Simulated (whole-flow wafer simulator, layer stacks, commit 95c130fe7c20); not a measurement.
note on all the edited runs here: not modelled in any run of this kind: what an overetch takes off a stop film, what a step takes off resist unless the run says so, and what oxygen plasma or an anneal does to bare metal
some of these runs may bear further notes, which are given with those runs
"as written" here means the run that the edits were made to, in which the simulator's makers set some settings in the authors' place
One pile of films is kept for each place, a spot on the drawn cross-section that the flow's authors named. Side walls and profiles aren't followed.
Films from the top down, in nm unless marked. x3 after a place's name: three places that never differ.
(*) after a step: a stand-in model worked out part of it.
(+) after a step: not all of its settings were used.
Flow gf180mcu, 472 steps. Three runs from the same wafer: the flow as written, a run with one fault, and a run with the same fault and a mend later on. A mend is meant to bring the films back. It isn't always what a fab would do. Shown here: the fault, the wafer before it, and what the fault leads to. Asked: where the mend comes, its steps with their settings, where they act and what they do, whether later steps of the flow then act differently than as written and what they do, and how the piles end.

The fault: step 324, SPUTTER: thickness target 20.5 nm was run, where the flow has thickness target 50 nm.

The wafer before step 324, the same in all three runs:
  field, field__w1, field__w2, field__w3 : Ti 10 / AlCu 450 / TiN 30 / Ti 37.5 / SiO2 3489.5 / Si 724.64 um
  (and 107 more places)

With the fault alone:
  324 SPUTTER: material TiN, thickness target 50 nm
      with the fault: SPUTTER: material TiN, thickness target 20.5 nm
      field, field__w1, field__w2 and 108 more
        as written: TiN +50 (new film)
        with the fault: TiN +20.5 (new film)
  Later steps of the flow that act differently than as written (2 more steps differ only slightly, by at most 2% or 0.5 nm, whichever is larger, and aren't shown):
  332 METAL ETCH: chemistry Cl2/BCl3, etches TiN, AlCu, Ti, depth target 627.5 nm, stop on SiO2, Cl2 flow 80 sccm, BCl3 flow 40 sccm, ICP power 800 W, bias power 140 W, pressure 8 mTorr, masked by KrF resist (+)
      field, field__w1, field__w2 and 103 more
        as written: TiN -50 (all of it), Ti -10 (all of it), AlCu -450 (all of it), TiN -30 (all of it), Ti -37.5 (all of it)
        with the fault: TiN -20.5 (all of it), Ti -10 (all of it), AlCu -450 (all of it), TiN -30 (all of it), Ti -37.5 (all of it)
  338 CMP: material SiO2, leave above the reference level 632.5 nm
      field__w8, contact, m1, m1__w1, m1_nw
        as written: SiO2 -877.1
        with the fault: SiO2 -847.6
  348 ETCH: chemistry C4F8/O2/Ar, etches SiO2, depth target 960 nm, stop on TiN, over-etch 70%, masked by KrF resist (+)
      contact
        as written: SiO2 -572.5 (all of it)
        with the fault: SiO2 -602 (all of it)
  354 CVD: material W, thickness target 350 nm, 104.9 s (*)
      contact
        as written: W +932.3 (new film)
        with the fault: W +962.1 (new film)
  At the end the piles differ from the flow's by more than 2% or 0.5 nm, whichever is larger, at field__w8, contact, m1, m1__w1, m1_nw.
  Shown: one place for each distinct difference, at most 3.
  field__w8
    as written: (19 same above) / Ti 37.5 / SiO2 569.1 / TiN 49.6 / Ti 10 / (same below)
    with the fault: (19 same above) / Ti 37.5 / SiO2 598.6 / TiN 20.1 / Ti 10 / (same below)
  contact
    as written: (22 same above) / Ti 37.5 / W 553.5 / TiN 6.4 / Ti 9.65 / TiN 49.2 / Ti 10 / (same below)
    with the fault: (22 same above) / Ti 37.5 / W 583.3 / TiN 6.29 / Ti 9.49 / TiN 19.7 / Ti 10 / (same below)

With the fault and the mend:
  The mend comes after step 331.
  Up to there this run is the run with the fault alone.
  331a STRIP: chemistry O2/N2, power 2160 W, pressure 1700 mTorr (*)
      field__w8, contact, m1, m1__w1, m1_nw
        KrF resist -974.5 (all of it)
  331b SPUTTER: material TiN, thickness target 29.5 nm (the flow's step 324 once more, with other settings)
      field, field__w1, field__w2 and 108 more
        TiN +29.5
  331c HMDS: 120 C, 60 s (the flow's step 326 once more)
      changes no film at any place that is followed
  331d COAT: KrF resist, thickness 1000 nm (the flow's step 327 once more)
      field, field__w1, field__w2 and 108 more
        KrF resist +1000 (new film)
  331e SOFTBAKE: KrF resist (the flow's step 328 once more)
      changes no film at any place that is followed
  331f EXPOSE: photomask Metal3 (the flow's step 329 once more)
      changes no film at any place that is followed
  331g PEB: KrF resist, 135 C, 90 s (the flow's step 330 once more)
      field, field__w1, field__w2 and 108 more
        KrF resist -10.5
  331h DEVELOP: thickness 1000 nm, 60 s (the flow's step 331 once more)
      field, field__w1, field__w2 and 103 more
        KrF resist -989.5 (all of it)
      field__w8, contact, m1, m1__w1, m1_nw
        KrF resist -14.9
  No later step of the flow acts differently than as written at any place that is followed.
  At the end the piles are the same as the flow's at every place that both follow.
